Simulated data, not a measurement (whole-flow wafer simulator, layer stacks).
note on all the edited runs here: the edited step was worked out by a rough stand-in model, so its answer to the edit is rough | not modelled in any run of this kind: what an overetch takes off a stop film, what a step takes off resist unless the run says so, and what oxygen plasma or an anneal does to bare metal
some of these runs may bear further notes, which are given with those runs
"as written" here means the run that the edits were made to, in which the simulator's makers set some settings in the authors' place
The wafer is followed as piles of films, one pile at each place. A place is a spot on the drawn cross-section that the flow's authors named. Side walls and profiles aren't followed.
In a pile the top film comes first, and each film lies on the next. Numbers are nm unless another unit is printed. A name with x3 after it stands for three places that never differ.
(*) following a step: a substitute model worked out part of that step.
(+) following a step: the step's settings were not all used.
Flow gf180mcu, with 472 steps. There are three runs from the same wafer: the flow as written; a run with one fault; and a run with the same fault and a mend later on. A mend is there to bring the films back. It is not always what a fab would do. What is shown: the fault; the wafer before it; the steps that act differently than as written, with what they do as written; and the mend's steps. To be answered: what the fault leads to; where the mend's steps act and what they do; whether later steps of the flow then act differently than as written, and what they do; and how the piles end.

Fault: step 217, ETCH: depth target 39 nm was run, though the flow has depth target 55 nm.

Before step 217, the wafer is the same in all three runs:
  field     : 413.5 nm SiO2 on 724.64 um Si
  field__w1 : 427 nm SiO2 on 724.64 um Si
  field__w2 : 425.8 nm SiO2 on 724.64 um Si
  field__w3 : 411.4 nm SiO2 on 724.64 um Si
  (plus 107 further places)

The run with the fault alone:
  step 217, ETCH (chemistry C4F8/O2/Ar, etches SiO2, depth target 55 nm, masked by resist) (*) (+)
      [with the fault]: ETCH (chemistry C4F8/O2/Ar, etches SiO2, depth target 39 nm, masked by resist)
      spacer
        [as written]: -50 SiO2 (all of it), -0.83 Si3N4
        [with the fault]: -39 SiO2
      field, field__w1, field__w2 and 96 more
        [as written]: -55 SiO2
        [with the fault]: -39 SiO2
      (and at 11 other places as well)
  Later steps of the flow acting differently than as written (not shown: 8 more steps that differ only slightly, by at most 2% or 0.5 nm, whichever is larger):
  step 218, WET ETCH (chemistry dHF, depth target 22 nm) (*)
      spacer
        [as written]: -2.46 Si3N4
        [with the fault]: -11 SiO2 (all of it), -2.86 Si3N4
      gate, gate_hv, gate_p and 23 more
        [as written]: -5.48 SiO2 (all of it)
        [with the fault]: -21.5 SiO2 (all of it)
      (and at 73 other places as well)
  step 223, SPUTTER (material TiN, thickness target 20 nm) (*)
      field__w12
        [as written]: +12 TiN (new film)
        [with the fault]: +12.7 TiN (new film)
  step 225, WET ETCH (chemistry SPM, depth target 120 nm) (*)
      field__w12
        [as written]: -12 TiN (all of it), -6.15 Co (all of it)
        [with the fault]: -12.7 TiN (all of it), -6.43 Co (all of it)
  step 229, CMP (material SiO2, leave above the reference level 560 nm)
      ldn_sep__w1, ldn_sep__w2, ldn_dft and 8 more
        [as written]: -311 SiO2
        [with the fault]: -318.3 SiO2
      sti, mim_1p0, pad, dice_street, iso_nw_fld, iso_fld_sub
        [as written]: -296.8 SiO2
        [with the fault]: -304.1 SiO2
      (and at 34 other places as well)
  The piles end only slightly different from the flow's at the places that both follow, by no more than 2% or 0.5 nm, whichever is larger.

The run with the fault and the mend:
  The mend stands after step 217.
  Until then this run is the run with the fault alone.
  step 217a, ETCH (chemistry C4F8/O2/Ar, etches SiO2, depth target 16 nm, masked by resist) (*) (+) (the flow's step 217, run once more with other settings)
      field, field__w1, field__w2 and 96 more
        -16 SiO2
      field__w5, field__w9, field__w13 and 8 more
        -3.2 resist
      spacer
        -11 SiO2 (all of it), -0.83 Si3N4
  Every later step of the flow that is run acts as written, at every place that is followed, to within 2% or 0.5 nm, whichever is larger.
  The piles end only slightly different from the flow's at the places that both follow, by no more than 2% or 0.5 nm, whichever is larger.
